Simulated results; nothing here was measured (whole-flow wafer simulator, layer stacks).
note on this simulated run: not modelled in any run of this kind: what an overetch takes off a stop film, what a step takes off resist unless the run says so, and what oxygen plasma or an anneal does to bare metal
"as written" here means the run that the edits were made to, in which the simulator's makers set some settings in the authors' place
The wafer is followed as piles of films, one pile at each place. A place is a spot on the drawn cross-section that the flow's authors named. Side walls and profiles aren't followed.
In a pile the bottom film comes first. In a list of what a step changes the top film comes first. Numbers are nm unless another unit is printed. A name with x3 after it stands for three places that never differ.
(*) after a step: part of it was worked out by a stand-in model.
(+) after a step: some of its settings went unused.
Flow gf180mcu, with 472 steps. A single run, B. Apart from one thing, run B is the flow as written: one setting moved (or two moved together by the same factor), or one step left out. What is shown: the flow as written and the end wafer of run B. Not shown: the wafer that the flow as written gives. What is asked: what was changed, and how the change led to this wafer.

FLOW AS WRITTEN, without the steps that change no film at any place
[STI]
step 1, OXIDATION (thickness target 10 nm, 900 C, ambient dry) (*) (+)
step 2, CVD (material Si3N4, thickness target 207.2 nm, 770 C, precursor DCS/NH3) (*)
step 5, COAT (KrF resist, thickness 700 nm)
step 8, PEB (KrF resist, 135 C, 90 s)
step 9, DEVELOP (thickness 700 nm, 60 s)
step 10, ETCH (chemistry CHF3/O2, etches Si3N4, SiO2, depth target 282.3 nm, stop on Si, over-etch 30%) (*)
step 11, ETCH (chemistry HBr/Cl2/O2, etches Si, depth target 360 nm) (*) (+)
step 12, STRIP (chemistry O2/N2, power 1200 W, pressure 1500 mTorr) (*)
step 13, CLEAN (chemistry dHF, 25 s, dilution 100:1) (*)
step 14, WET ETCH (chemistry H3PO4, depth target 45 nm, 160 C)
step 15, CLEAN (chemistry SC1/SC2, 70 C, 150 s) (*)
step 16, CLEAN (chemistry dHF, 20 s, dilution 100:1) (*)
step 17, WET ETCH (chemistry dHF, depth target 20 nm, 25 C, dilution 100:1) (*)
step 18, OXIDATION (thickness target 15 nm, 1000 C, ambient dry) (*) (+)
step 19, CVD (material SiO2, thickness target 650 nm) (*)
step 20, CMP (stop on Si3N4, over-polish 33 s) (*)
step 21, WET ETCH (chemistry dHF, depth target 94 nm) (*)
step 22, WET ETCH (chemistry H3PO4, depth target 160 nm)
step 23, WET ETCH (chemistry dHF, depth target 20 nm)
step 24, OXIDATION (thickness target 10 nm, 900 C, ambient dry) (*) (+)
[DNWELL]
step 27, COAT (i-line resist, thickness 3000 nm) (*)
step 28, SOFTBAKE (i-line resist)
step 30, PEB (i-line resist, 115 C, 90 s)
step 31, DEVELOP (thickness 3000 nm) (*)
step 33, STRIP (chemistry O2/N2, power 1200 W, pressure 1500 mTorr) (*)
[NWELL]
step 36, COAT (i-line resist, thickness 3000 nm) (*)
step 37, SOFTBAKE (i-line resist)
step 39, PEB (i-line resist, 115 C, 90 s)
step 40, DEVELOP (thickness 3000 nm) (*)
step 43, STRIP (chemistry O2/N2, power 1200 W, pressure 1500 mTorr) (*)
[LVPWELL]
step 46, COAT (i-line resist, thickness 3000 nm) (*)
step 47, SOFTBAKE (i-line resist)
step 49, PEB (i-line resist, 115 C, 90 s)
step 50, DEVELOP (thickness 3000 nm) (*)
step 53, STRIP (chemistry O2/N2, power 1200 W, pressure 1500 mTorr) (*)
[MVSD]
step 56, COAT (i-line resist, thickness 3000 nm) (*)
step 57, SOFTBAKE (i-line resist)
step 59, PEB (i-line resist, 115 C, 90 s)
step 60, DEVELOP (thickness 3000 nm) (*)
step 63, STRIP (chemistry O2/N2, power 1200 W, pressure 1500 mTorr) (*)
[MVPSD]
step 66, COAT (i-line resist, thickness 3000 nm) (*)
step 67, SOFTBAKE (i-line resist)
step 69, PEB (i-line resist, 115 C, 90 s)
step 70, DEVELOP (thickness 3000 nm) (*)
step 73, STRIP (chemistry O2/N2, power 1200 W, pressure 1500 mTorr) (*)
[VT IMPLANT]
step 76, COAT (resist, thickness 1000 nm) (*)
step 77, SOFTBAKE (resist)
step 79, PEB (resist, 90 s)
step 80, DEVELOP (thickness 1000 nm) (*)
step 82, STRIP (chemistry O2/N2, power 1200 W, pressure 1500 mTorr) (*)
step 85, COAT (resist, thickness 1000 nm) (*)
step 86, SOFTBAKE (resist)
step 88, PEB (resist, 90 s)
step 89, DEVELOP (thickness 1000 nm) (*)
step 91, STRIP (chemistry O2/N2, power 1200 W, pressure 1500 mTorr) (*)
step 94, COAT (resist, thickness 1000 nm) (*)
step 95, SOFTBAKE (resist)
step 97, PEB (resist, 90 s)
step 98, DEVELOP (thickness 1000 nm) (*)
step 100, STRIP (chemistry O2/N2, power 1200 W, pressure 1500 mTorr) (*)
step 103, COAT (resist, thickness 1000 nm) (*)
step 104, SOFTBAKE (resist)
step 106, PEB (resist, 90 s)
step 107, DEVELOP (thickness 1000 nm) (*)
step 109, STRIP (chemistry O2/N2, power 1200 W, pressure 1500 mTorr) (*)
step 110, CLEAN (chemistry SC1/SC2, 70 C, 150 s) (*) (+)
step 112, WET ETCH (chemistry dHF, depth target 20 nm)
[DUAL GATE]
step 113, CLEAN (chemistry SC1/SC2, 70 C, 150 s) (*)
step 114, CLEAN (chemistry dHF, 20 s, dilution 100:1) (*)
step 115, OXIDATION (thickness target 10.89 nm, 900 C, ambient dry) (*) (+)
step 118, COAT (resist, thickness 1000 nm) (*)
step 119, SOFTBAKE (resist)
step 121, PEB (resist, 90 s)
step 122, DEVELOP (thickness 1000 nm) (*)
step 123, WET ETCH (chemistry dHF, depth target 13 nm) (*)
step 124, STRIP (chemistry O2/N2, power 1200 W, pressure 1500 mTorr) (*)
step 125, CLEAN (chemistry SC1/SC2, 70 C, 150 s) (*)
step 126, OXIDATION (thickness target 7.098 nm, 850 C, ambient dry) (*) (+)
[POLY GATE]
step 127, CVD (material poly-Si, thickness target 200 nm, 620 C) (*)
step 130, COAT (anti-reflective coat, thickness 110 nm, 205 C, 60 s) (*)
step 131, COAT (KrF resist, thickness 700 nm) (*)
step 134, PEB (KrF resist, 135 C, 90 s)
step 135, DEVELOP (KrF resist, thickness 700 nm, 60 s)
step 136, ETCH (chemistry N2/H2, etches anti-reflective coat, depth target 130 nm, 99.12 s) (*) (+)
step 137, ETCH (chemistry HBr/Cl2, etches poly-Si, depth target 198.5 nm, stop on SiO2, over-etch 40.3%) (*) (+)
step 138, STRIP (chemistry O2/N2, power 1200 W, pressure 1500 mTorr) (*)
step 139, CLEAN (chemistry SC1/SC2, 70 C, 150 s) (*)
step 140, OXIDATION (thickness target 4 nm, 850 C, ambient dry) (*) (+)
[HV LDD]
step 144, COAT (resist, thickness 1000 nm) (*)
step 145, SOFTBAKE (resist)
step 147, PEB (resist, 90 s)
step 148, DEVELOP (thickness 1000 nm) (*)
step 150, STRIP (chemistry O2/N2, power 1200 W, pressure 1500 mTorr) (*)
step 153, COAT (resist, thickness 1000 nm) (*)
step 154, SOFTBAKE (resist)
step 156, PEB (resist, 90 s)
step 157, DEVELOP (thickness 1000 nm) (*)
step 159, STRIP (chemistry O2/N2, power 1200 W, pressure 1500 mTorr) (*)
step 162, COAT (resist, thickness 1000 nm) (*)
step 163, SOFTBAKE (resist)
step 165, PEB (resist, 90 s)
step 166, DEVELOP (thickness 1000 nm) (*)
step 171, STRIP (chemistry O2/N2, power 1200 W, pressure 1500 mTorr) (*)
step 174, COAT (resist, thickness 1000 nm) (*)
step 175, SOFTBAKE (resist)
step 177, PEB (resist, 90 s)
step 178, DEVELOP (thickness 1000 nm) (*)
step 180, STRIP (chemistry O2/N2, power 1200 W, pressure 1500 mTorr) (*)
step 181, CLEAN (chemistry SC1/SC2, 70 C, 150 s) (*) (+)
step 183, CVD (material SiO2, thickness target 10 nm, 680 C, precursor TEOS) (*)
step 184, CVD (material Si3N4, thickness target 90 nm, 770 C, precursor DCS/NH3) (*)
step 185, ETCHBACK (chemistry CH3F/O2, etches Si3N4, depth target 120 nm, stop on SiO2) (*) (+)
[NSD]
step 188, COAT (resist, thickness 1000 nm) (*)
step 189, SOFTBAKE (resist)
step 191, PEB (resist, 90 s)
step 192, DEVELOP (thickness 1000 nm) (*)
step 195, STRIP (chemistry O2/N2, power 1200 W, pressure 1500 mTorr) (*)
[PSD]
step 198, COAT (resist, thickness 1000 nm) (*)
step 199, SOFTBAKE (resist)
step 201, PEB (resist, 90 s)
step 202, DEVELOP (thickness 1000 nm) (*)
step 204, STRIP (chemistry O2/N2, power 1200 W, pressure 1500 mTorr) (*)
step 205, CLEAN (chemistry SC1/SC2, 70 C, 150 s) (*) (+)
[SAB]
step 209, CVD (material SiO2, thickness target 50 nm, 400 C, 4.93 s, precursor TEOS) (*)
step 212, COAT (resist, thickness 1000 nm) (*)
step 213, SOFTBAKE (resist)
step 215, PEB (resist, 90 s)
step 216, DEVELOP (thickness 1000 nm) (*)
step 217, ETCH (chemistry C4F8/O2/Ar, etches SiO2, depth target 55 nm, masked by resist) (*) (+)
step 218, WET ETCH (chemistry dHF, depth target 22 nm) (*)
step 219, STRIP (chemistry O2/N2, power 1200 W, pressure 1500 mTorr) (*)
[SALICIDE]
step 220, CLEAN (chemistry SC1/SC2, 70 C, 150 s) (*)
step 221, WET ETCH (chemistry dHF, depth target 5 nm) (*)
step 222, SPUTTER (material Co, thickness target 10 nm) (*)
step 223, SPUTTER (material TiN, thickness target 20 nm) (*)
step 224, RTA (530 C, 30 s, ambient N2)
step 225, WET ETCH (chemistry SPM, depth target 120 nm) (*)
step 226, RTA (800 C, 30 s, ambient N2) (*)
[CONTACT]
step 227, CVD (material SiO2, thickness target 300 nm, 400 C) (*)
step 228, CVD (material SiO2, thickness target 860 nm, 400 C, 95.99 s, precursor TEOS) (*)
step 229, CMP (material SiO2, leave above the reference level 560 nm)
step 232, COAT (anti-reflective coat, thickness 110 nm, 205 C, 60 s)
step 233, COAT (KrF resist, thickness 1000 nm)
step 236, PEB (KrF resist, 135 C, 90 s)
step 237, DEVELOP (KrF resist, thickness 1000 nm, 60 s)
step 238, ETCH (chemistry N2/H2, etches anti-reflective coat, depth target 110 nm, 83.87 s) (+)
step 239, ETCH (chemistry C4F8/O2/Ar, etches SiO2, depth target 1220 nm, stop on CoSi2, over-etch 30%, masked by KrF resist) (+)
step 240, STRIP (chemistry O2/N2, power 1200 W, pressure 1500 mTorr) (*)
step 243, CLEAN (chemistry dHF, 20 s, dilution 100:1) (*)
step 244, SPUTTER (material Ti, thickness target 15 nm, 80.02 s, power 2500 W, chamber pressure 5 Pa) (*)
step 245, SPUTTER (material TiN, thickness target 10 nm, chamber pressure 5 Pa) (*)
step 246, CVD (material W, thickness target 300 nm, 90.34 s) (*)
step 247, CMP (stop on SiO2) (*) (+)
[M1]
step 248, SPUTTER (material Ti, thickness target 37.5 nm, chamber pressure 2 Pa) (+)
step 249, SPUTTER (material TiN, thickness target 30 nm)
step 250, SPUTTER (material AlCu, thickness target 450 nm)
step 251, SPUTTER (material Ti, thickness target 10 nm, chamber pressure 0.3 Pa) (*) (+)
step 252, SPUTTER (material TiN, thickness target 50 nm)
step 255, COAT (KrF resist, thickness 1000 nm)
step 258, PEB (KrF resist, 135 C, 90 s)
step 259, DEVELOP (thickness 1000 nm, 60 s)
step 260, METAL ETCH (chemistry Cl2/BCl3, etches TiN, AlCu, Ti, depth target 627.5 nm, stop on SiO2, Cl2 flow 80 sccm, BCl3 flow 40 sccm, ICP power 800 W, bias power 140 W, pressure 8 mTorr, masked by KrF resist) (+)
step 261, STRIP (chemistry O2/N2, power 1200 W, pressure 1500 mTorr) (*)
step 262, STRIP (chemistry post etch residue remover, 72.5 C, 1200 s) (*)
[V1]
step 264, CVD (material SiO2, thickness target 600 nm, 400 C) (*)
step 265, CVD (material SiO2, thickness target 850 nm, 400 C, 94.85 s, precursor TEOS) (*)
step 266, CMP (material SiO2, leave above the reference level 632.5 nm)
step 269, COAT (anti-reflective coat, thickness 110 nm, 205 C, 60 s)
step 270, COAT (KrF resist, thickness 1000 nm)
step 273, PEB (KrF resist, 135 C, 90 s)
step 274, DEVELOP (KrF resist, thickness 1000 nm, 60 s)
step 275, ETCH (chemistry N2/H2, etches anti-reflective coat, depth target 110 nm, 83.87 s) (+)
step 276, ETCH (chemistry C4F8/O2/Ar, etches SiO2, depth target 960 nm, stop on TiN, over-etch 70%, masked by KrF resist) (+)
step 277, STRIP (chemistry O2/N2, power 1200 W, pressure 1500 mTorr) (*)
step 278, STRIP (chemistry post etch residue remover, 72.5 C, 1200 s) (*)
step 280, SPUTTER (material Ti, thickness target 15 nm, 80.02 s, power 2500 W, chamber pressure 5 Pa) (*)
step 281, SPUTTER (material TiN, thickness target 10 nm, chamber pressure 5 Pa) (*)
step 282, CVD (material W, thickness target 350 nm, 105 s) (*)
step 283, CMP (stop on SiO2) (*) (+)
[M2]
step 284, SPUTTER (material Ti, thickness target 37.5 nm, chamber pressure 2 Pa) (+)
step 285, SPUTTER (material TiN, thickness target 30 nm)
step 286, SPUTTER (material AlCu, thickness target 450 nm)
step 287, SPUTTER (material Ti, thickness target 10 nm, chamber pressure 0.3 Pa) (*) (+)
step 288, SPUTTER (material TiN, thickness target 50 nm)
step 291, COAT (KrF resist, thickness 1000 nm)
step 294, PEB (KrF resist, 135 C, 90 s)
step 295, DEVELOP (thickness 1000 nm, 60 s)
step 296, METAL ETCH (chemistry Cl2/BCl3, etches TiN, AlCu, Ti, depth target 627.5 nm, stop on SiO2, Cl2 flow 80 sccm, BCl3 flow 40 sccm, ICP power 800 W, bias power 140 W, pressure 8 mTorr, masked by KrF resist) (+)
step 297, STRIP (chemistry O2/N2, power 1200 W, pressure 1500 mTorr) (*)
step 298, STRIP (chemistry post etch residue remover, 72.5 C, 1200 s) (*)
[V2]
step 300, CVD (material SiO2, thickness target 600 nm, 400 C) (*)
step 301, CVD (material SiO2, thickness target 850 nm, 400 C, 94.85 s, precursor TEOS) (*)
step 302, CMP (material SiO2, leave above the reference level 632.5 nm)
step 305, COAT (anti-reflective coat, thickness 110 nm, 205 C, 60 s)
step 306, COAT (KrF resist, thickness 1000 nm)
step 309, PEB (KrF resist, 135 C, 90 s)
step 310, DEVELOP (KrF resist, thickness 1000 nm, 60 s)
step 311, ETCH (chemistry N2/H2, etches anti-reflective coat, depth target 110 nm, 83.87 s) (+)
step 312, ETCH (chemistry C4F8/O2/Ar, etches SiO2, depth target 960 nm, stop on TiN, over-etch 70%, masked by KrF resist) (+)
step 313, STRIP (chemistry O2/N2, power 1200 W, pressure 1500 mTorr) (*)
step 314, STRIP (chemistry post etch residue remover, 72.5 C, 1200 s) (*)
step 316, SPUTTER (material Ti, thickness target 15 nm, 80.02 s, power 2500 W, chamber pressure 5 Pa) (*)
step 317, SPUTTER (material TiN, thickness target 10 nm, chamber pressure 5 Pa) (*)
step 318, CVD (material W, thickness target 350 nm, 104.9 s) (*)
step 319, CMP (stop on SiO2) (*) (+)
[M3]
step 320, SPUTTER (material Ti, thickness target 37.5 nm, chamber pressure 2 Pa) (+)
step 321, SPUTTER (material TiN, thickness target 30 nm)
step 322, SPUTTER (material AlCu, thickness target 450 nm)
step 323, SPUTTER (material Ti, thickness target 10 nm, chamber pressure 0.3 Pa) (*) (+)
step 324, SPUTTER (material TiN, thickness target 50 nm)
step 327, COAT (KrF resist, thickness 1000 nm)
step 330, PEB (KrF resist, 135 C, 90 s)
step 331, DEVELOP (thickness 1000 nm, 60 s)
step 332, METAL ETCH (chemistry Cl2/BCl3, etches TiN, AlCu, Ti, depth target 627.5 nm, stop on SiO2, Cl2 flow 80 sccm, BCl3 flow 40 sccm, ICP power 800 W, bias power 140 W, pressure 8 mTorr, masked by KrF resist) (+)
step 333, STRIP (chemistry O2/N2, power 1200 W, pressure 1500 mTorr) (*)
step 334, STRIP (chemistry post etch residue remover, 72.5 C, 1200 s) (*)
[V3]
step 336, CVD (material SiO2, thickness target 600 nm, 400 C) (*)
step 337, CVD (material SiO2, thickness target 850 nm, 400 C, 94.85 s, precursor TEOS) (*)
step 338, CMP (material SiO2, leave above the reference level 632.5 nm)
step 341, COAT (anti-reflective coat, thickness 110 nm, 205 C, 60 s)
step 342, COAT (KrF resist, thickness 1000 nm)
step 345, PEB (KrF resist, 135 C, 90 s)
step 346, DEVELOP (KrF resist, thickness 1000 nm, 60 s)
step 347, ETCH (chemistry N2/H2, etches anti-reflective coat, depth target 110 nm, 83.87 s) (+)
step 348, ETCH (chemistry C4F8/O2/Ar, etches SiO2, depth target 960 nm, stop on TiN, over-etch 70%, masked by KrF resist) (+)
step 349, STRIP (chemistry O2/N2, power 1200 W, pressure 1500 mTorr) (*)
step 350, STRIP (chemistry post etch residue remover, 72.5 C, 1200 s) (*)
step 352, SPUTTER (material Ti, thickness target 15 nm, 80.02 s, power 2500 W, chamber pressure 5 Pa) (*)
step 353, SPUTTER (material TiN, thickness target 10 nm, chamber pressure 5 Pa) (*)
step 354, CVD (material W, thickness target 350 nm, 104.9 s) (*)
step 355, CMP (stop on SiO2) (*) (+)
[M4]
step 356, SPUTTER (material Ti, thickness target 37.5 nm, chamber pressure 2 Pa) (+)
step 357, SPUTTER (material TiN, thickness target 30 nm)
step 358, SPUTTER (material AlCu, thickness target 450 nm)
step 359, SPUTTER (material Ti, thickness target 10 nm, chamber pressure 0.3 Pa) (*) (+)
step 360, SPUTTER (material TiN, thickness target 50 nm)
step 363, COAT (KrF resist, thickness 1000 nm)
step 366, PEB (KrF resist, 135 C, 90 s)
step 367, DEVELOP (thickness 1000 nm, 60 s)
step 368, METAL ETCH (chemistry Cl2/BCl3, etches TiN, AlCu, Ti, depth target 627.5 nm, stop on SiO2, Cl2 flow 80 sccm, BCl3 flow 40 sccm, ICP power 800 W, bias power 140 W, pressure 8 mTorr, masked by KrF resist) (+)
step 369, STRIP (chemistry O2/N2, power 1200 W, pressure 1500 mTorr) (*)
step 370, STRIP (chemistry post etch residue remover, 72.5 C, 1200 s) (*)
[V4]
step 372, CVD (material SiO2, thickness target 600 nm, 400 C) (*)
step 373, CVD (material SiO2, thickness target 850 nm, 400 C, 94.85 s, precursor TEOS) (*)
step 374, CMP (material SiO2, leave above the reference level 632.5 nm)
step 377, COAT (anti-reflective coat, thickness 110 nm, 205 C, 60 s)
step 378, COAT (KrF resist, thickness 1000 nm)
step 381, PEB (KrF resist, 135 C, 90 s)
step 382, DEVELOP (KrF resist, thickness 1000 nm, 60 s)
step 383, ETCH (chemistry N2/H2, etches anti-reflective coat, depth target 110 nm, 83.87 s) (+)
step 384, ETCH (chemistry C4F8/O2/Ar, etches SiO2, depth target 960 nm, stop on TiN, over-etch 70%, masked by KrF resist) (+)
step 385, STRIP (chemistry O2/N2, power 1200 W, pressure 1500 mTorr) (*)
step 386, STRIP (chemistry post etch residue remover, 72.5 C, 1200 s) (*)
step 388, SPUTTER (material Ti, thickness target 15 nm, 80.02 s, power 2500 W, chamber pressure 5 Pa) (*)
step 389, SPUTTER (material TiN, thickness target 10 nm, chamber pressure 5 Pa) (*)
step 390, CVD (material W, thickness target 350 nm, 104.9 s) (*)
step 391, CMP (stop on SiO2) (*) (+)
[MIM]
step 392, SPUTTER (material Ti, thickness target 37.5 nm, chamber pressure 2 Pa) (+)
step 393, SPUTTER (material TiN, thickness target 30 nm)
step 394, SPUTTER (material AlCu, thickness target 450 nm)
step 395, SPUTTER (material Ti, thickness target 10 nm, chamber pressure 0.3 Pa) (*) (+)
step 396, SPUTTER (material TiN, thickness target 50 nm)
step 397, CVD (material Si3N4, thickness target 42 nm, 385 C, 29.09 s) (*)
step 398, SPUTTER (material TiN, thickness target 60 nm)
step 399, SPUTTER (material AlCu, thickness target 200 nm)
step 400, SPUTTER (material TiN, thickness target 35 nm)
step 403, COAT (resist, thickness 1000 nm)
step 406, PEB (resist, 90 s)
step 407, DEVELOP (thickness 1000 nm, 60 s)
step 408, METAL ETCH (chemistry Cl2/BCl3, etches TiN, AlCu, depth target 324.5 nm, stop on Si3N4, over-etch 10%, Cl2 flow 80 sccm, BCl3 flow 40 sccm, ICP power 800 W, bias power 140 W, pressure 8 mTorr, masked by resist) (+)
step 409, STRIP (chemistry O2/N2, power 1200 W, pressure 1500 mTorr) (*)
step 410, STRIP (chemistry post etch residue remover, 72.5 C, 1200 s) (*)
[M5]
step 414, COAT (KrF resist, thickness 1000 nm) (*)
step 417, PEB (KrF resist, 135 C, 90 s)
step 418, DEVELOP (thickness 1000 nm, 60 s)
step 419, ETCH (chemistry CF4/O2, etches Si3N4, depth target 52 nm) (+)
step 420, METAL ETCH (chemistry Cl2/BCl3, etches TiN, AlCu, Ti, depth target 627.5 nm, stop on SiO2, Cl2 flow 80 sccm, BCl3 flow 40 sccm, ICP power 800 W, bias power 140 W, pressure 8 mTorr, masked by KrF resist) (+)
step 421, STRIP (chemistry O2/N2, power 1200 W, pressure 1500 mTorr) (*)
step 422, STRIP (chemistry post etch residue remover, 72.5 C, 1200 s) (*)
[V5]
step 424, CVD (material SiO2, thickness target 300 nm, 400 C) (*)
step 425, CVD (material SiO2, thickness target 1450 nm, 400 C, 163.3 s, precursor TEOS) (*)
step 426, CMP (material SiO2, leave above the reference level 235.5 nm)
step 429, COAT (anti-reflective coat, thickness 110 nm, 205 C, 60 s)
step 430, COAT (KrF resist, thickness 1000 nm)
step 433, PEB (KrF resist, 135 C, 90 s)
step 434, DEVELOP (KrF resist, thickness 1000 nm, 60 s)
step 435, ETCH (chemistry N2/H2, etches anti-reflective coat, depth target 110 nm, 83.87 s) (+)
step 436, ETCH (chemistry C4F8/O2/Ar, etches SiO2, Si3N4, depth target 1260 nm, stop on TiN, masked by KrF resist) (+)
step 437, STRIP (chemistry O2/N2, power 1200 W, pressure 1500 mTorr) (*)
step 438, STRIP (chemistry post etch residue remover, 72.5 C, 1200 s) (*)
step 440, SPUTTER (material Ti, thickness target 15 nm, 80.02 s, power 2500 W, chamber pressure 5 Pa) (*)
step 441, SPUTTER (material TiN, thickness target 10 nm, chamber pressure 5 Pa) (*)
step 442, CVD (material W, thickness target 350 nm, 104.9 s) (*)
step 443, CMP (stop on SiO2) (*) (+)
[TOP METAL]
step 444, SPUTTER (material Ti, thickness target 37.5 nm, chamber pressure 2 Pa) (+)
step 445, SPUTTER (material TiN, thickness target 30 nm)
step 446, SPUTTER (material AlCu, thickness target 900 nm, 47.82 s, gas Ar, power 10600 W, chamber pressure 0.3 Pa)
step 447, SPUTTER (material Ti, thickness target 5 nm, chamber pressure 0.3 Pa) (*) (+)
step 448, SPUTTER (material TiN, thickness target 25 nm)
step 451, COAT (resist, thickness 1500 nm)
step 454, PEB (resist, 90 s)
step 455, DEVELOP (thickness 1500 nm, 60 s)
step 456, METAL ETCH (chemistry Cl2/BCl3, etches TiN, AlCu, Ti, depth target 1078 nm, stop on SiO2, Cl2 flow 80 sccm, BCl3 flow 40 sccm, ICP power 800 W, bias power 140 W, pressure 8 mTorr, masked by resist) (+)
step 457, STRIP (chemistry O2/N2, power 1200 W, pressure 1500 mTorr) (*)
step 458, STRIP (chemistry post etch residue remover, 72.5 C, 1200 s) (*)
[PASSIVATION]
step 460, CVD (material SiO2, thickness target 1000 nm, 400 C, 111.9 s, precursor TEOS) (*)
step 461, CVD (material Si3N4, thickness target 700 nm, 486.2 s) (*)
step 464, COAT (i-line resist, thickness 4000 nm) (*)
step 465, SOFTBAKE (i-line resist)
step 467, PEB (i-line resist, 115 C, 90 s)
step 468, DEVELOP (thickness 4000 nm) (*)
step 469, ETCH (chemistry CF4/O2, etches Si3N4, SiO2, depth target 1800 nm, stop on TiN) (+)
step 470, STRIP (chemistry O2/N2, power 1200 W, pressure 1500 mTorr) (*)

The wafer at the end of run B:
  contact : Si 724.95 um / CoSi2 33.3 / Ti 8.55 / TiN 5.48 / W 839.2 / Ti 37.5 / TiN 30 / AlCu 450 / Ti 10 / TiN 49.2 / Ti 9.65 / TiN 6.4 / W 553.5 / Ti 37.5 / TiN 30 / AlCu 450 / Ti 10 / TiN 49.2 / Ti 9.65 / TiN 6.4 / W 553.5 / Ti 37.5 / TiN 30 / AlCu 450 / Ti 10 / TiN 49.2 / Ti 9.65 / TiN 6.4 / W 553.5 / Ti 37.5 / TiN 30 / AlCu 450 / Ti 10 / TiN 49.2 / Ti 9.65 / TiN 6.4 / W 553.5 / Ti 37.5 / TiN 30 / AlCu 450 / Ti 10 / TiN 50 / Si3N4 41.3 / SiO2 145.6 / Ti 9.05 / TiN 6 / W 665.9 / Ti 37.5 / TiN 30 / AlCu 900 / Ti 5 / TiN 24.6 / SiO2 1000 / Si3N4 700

Cause: step 436, ETCH: depth target 683.9 nm was run, while the flow as written has depth target 1260 nm.

How this came from the change, step by step:
  step 436, ETCH (chemistry C4F8/O2/Ar, etches SiO2, Si3N4, depth target 1260 nm, stop on TiN, masked by KrF resist) (+)
      contact: -683.9 SiO2 (in the flow as written it would be: -829.5 SiO2 (all of it), -41.3 Si3N4 (all of it))
      field, field__w1, field__w2 and 108 more: -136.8 KrF resist (in the flow as written it would be: -252 KrF resist)
  step 437, STRIP (chemistry O2/N2, power 1200 W, pressure 1500 mTorr) (*)
      field, field__w1, field__w2 and 108 more: -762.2 KrF resist (all of it), -110 anti-reflective coat (all of it) (in the flow as written it would be: -646.9 KrF resist (all of it), -110 anti-reflective coat (all of it))
  step 440, SPUTTER (material Ti, thickness target 15 nm, 80.02 s, power 2500 W, chamber pressure 5 Pa) (*)
      contact: +9.05 Ti (new film) (in the flow as written it would be: +8.12 Ti (new film))
  step 441, SPUTTER (material TiN, thickness target 10 nm, chamber pressure 5 Pa) (*)
      contact: +6 TiN (new film) (in the flow as written it would be: +5.38 TiN (new film))
  step 442, CVD (material W, thickness target 350 nm, 104.9 s) (*)
      contact: +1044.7 W (new film) (in the flow as written it would be: +1233.6 W (new film))
If metal films that touch count as one body, contact has 2 bodies (between them, from the top down: SiO2 145.6 / Si3N4 41.3); the flow as written gives 1 body.
